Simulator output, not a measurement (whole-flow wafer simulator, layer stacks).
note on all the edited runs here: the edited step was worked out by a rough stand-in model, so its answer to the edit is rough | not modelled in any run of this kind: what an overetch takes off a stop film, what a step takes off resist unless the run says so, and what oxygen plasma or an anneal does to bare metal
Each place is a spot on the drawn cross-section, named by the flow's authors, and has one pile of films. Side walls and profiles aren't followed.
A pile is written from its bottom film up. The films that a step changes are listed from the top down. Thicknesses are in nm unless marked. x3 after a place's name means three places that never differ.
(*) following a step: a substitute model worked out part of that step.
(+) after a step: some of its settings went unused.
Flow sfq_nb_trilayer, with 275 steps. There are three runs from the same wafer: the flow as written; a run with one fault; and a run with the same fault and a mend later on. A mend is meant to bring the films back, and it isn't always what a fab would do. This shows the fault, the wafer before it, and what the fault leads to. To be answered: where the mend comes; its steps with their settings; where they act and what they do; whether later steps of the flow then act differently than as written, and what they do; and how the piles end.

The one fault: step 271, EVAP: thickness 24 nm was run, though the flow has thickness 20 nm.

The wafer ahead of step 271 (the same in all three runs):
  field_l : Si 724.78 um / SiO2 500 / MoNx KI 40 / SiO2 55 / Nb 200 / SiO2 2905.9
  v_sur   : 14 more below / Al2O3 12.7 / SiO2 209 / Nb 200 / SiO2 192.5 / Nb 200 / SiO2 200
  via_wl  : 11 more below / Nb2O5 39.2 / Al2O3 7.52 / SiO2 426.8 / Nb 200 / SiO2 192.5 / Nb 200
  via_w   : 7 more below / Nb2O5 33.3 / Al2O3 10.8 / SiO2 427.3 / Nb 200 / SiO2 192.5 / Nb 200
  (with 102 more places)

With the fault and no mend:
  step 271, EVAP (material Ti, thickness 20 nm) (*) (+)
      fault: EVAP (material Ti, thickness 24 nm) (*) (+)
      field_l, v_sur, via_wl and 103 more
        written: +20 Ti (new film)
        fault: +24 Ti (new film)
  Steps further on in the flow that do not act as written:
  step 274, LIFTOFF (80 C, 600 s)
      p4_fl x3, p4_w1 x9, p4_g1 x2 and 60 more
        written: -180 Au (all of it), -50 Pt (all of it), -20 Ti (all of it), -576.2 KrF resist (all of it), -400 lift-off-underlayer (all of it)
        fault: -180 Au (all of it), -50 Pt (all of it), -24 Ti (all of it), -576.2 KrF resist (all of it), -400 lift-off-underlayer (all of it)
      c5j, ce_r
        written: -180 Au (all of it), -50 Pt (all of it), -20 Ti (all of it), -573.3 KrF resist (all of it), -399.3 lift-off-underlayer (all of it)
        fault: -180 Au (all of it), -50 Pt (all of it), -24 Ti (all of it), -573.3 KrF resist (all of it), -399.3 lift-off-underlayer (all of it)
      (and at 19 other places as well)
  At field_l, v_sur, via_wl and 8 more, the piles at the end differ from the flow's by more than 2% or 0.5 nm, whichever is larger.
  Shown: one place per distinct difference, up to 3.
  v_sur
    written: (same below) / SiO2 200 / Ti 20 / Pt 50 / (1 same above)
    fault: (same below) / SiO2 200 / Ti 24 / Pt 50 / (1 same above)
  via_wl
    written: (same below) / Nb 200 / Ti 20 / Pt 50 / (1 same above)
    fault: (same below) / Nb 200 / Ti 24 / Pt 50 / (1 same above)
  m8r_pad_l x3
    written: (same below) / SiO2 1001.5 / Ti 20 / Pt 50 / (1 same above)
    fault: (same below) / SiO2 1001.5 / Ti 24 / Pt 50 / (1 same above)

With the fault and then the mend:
  The mend follows step 271.
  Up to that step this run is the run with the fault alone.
  step 271a, METAL ETCH (etches Ti, MoNx, depth 4 nm) (the flow's step 190, run once more with other settings)
      field_l, v_sur, via_wl and 103 more
        -4 Ti
  None of the later steps of the flow acts differently than as written at any place that is followed.
  By the end, the piles equal the flow's at every place that both follow.
